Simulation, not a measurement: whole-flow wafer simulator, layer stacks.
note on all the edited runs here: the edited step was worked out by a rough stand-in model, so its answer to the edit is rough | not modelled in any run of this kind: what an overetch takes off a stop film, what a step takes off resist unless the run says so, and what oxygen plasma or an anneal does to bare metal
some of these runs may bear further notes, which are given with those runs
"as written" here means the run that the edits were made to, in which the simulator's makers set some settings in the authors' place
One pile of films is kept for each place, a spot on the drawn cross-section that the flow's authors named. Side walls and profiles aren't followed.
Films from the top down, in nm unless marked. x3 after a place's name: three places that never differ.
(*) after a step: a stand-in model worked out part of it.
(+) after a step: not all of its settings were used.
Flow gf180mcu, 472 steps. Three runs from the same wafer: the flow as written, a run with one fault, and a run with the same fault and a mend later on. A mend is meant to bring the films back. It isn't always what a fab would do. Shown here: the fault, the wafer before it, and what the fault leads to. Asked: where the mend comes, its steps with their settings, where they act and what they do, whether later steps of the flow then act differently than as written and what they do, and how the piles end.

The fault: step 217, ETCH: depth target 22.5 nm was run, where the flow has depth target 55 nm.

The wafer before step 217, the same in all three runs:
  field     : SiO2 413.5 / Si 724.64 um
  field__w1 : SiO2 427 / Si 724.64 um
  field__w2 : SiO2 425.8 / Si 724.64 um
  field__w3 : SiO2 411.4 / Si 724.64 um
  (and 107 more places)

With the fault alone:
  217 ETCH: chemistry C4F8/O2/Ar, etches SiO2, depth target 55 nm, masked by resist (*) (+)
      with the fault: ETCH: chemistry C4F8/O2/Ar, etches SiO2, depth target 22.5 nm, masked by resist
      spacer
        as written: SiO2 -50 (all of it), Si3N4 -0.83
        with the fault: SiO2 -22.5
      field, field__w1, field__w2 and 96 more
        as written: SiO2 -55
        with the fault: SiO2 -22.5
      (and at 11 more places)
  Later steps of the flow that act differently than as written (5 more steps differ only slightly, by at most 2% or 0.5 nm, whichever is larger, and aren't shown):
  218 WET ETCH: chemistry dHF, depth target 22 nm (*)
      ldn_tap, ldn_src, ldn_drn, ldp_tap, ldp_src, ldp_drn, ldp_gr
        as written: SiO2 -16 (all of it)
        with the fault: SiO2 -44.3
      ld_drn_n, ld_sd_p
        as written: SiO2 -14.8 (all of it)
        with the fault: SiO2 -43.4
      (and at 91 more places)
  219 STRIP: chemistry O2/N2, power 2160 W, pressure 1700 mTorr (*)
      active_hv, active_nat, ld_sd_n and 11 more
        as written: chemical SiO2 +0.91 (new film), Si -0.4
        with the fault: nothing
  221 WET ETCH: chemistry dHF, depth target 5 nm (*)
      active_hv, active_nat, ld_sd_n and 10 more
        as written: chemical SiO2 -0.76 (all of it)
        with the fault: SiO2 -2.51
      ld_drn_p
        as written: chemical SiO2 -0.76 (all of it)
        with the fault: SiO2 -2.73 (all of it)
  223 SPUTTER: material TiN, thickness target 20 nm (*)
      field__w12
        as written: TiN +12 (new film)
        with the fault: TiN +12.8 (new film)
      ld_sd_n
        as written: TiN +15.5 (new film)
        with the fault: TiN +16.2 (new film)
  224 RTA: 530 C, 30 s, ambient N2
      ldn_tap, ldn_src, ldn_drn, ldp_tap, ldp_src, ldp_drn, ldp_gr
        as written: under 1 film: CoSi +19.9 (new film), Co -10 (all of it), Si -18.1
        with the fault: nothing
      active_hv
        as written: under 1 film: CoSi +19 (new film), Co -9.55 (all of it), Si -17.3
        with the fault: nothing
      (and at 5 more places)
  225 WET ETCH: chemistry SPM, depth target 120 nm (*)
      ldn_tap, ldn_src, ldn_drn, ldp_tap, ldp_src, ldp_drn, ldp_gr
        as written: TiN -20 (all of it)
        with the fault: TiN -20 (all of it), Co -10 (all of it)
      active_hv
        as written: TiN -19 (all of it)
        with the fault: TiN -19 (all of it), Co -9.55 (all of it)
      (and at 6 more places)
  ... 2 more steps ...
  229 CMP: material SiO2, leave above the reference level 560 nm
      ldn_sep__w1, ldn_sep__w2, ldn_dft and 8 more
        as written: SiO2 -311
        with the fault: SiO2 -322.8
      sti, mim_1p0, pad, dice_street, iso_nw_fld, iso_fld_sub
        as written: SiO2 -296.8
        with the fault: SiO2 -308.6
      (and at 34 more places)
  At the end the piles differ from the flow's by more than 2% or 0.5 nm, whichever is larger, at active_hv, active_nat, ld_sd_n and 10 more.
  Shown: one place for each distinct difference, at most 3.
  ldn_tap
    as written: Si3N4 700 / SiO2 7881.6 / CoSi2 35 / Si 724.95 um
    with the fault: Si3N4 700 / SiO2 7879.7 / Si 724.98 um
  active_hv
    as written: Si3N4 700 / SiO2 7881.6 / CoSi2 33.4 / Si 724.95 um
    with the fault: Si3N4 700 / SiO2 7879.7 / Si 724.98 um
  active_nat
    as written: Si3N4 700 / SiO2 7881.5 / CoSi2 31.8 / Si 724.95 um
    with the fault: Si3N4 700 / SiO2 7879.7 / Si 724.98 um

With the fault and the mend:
  The mend comes after step 217.
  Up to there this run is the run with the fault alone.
  217a ETCH: chemistry C4F8/O2/Ar, etches SiO2, depth target 32.5 nm, masked by resist (*) (+) (the flow's step 217 once more, with other settings)
      field, field__w1, field__w2 and 96 more
        SiO2 -32.5
      field__w5, field__w9, field__w13 and 8 more
        resist -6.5
      spacer
        SiO2 -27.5 (all of it), Si3N4 -0.83
  No later step of the flow acts differently than as written, at any place that is followed, by more than 2% or 0.5 nm, whichever is larger.
  At the end the piles differ from the flow's only slightly at the places that both follow, by at most 2% or 0.5 nm, whichever is larger.
